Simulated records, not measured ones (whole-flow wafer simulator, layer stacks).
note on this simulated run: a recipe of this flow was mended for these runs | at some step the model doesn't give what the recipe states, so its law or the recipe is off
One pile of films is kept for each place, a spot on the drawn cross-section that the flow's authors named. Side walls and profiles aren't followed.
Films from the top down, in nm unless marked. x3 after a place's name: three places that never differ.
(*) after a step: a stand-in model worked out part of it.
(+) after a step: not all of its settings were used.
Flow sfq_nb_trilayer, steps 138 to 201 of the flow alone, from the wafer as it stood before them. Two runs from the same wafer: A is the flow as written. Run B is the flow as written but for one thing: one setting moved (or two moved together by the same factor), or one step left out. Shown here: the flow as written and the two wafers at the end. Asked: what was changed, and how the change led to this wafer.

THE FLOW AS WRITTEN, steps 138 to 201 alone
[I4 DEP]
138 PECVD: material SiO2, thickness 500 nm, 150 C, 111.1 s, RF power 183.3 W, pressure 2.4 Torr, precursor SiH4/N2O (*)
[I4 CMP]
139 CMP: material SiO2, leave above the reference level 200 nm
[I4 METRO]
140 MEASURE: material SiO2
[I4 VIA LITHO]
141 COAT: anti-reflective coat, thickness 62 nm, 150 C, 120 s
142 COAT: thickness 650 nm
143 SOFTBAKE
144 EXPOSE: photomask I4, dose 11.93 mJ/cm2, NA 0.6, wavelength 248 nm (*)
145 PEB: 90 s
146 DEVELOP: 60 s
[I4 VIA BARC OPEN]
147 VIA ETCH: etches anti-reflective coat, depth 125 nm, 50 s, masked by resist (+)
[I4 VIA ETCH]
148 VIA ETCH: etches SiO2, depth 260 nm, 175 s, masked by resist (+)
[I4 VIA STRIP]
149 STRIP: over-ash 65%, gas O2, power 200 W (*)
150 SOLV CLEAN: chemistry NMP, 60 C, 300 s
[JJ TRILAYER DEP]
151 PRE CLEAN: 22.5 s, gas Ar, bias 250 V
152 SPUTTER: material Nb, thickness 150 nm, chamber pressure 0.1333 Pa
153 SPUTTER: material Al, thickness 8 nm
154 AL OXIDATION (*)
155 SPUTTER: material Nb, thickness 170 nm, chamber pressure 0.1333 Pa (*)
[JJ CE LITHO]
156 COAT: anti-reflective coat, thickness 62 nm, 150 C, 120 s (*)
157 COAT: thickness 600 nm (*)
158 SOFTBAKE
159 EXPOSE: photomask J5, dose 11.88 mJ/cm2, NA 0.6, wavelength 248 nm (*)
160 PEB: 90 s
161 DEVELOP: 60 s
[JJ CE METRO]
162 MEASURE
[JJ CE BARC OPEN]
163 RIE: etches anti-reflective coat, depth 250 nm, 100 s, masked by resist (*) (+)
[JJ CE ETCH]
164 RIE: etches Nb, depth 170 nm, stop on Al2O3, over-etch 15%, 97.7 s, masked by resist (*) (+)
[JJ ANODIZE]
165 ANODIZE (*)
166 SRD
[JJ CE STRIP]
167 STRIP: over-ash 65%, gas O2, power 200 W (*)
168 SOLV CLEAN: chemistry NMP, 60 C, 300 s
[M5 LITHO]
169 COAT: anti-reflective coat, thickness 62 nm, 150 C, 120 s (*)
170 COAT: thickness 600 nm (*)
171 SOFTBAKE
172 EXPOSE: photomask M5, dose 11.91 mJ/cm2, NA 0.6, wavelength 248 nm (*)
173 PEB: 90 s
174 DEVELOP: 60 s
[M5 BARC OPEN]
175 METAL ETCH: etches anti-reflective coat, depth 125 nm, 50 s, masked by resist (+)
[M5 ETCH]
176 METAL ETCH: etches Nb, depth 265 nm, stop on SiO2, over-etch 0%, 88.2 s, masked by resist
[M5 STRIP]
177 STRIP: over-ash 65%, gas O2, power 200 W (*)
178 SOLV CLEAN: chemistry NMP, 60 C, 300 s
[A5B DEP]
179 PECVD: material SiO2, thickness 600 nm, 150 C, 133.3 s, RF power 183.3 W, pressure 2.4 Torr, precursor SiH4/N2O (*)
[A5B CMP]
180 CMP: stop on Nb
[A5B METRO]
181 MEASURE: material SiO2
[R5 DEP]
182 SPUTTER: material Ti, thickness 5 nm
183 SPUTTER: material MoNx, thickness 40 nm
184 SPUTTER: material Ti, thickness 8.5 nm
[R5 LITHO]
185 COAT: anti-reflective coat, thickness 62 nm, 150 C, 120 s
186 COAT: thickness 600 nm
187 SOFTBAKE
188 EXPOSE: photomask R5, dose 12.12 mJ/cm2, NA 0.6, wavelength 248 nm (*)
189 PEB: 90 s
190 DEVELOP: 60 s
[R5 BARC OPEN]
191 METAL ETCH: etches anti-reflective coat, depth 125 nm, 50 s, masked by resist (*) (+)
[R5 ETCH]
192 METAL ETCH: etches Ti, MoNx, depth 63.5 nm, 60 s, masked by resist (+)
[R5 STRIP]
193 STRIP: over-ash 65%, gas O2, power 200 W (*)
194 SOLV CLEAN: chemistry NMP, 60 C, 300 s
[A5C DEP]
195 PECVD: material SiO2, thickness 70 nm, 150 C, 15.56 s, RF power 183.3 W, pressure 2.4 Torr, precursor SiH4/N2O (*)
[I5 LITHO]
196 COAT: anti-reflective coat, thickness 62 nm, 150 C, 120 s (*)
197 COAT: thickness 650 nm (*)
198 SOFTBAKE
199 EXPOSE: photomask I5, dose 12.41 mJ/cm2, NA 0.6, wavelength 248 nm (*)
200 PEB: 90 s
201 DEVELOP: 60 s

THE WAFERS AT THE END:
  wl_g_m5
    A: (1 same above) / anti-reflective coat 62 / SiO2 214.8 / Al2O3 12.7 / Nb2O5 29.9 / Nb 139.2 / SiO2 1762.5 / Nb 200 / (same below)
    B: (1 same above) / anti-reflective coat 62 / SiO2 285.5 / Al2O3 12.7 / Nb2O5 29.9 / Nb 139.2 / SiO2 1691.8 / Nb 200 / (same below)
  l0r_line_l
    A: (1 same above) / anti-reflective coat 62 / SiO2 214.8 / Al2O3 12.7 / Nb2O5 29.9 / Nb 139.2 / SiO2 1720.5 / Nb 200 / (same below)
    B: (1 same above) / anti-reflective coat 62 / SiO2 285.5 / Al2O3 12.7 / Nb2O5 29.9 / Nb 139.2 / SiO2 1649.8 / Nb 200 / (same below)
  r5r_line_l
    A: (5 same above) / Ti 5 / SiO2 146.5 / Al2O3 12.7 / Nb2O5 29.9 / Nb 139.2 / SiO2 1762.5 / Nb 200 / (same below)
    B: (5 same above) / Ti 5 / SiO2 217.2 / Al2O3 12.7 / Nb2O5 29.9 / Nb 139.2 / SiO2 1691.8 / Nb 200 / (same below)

The cause: step 138, PECVD: pressure 3.84 Torr was run, where the flow has pressure 2.4 Torr.

How the change led to this, step by step:
  138 PECVD: material SiO2, thickness 500 nm, 150 C, 111.1 s, RF power 183.3 W, pressure 2.4 Torr, precursor SiH4/N2O (*)
      field_l, be, be_sur and 55 more: A SiO2 +500 | B SiO2 +333.3
      v_sur, via_wl, via_w and 35 more: A SiO2 +500 (new film) | B SiO2 +333.3 (new film)
      (and at 10 more places)
  139 CMP: material SiO2, leave above the reference level 200 nm
      field_l, be, be_sur and 55 more: A SiO2 -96 | B nothing
      p3_s0, p3_s1, p3_s2, p3_s3, p3_s4, p3_s5: A SiO2 -157.1 | B nothing
      (and at 42 more places)
  141 COAT: anti-reflective coat, thickness 62 nm, 150 C, 120 s
      wl_d_m1, m0r_line_r x3: A anti-reflective coat +62 (new film) | B anti-reflective coat +70.4 (new film)
      be_r, r_sur, wl_g_sl: A anti-reflective coat +62 (new film) | B anti-reflective coat +63.6 (new film)
      (and at 80 more places)
  142 COAT: thickness 650 nm
      wl_d_sr, wl_g_sl: A KrF-resist-other-grade +650 (new film) | B KrF-resist-other-grade +668.4 (new film)
      m5r_line_l, m5r_line_r: A KrF-resist-other-grade +650 (new film) | B KrF-resist-other-grade +665.5 (new film)
      (and at 25 more places)
  146 DEVELOP: 60 s
      via_wl: A KrF-resist-other-grade -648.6 (all of it) | B KrF-resist-other-grade -625.5 (all of it)
      via_w: A KrF-resist-other-grade -648.6 (all of it) | B KrF-resist-other-grade -617.5 (all of it)
      (and at 1 more place)
  147 VIA ETCH: etches anti-reflective coat, depth 125 nm, 50 s, masked by resist (+)
      via_wl: A anti-reflective coat -62 (all of it), SiO2 -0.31 | B anti-reflective coat -55.4 (all of it), SiO2 -0.35
      via_w: A anti-reflective coat -62 (all of it), SiO2 -0.31 | B anti-reflective coat -66.8 (all of it), SiO2 -0.29
      (and at 1 more place)
  149 STRIP: over-ash 65%, gas O2, power 200 W (*)
      m0r_line_l x3: A KrF-resist-other-grade -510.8 (all of it), anti-reflective coat -62 (all of it) | B KrF-resist-other-grade -522.7 (all of it), anti-reflective coat -70.1 (all of it)
      m0r_space_l, m6r_space_l x2: A KrF-resist-other-grade -510.8 (all of it), anti-reflective coat -62 (all of it) | B KrF-resist-other-grade -513.8 (all of it), anti-reflective coat -80.8 (all of it)
      (and at 83 more places)
  152 SPUTTER: material Nb, thickness 150 nm, chamber pressure 0.1333 Pa
      be, lsp_l: A Nb +150 (new film) | B Nb +144.8 (new film)
      via_v: A Nb +150 (new film) | B Nb +127.5 (new film)
  153 SPUTTER: material Al, thickness 8 nm
      via_v: A Al +8 (new film) | B Al +6.62 (new film)
  155 SPUTTER: material Nb, thickness 170 nm, chamber pressure 0.1333 Pa (*)
      be, lsp_l: A Nb +170 (new film) | B Nb +163.5 (new film)
      via_v: A Nb +170 (new film) | B Nb +139.9 (new film)
  156 COAT: anti-reflective coat, thickness 62 nm, 150 C, 120 s (*)
      m0r_line_l x3, m0r_line_r x3: A anti-reflective coat +62 (new film) | B anti-reflective coat +68.5 (new film)
      m0r_space_l, m0r_space_r, m6r_space_l x2, m6r_space_r x2: A anti-reflective coat +62 (new film) | B anti-reflective coat +79 (new film)
      (and at 73 more places)
  157 COAT: thickness 600 nm (*)
      wl_j_sl, wl_c_m6: A KrF-resist-other-grade +600 (new film) | B KrF-resist-other-grade +584.9 (new film)
      wl_e_sr, m8r_pad_r: A KrF-resist-other-grade +600 (new film) | B KrF-resist-other-grade +587.7 (new film)
      (and at 30 more places)
  161 DEVELOP: 60 s
      m5r_line_l, m5r_line_r: A KrF-resist-other-grade -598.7 (all of it) | B KrF-resist-other-grade -612.8 (all of it)
      m5r_linepad_l, m5r_linepad_r: A KrF-resist-other-grade -598.7 (all of it) | B KrF-resist-other-grade -584.8 (all of it)
      (and at 30 more places)
  163 RIE: etches anti-reflective coat, depth 250 nm, 100 s, masked by resist (*) (+)
      m0r_line_l x3, m0r_line_r x3: A anti-reflective coat -62 (all of it) | B anti-reflective coat -68.5 (all of it)
      m0r_space_l, m0r_space_r, m6r_space_l x2, m6r_space_r x2: A anti-reflective coat -62 (all of it) | B anti-reflective coat -79 (all of it)
      (and at 71 more places)
  164 RIE: etches Nb, depth 170 nm, stop on Al2O3, over-etch 15%, 97.7 s, masked by resist (*) (+)
      via_v: A Nb -170 (all of it), Al2O3 -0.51 | B Nb -139.9 (all of it), Al2O3 -0.96 (all of it)
      be, lsp_l: A Nb -170 (all of it), Al2O3 -0.51 | B Nb -163.5 (all of it), Al2O3 -0.64
  165 ANODIZE (*)
      via_v: A Al2O3 +12.2, Nb2O5 +29.9 (new film), Al -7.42 (all of it), Nb -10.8 | B Al2O3 +9.96 (new film), Nb2O5 +34.8 (new film), Al -6.04 (all of it), Nb -12.5
      be, lsp_l: A Al2O3 +12.2, Nb2O5 +29.9 (new film), Al -7.42 (all of it), Nb -10.8 | B Al2O3 +11.8, Nb2O5 +31 (new film), Al -7.13 (all of it), Nb -11.2
  ... 11 more steps ...
  196 COAT: anti-reflective coat, thickness 62 nm, 150 C, 120 s (*)
      jj_sur: A anti-reflective coat +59 (new film) | B anti-reflective coat +60.6 (new film)
      ce_l: A anti-reflective coat +64.8 (new film) | B anti-reflective coat +61.9 (new film)
      (and at 3 more places)
